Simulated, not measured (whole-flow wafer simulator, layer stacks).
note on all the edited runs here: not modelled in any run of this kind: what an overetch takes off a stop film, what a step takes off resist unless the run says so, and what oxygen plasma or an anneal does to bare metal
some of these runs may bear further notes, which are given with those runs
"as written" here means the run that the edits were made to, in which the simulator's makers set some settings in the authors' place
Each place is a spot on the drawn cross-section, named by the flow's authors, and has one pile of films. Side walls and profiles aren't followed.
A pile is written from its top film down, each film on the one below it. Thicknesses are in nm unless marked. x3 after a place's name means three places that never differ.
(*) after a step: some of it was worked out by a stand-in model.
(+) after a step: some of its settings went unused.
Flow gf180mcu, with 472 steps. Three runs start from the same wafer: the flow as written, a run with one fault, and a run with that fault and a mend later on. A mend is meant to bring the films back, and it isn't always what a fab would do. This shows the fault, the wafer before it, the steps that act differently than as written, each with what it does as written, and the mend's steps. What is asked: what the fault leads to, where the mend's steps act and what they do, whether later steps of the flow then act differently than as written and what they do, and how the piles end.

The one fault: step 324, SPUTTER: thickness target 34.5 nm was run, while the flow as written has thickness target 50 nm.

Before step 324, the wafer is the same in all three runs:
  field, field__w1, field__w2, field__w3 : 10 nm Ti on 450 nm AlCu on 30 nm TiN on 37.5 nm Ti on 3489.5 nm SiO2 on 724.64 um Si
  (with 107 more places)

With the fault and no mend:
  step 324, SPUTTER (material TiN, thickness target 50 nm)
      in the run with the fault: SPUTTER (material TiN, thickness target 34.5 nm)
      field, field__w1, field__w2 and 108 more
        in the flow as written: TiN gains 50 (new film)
        in the run with the fault: TiN gains 34.5 (new film)
  Later steps of the flow acting differently than as written (not shown: 4 more steps that differ only slightly, by at most 2% or 0.5 nm, whichever is larger):
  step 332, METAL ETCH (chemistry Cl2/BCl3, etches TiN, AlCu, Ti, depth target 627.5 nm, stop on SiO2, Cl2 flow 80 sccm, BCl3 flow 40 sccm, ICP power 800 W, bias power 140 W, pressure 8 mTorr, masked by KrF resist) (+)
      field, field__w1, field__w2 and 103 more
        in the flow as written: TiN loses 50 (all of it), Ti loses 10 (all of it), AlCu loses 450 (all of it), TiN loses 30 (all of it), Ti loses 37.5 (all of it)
        in the run with the fault: TiN loses 34.5 (all of it), Ti loses 10 (all of it), AlCu loses 450 (all of it), TiN loses 30 (all of it), Ti loses 37.5 (all of it)
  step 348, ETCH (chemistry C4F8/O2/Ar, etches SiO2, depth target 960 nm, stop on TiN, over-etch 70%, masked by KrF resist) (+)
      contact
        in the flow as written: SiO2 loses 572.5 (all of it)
        in the run with the fault: SiO2 loses 588 (all of it)
  The piles end different from the flow's at field__w8, contact, m1, m1__w1, m1_nw by more than 2% or 0.5 nm, whichever is larger.
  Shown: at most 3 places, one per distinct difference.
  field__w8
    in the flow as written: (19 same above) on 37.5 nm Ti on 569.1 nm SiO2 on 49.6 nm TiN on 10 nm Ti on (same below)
    in the run with the fault: (19 same above) on 37.5 nm Ti on 584.6 nm SiO2 on 34.1 nm TiN on 10 nm Ti on (same below)
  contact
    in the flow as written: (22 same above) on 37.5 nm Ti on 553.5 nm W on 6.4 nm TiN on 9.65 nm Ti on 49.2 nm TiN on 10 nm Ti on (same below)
    in the run with the fault: (22 same above) on 37.5 nm Ti on 569.1 nm W on 6.35 nm TiN on 9.57 nm Ti on 33.7 nm TiN on 10 nm Ti on (same below)

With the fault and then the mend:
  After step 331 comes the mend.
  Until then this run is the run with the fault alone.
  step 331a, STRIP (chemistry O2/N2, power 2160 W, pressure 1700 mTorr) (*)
      field__w8, contact, m1, m1__w1, m1_nw
        KrF resist loses 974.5 (all of it)
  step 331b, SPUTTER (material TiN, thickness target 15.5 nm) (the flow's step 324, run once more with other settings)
      field, field__w1, field__w2 and 108 more
        TiN gains 15.5
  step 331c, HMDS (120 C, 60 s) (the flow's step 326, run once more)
      leaves every film unchanged at each place that is followed
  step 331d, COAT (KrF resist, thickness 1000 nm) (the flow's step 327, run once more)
      field, field__w1, field__w2 and 108 more
        KrF resist gains 1000 (new film)
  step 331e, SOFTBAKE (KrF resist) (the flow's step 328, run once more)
      leaves every film unchanged at each place that is followed
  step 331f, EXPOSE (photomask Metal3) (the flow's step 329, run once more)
      leaves every film unchanged at each place that is followed
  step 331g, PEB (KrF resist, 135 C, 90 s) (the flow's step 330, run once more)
      field, field__w1, field__w2 and 108 more
        KrF resist loses 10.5
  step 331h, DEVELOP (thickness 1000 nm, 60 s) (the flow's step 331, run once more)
      field, field__w1, field__w2 and 103 more
        KrF resist loses 989.5 (all of it)
      field__w8, contact, m1, m1__w1, m1_nw
        KrF resist loses 14.9
  Later steps of the flow that are run all act as written at every place that is followed.
  By the end, the piles equal the flow's at every place that both follow.
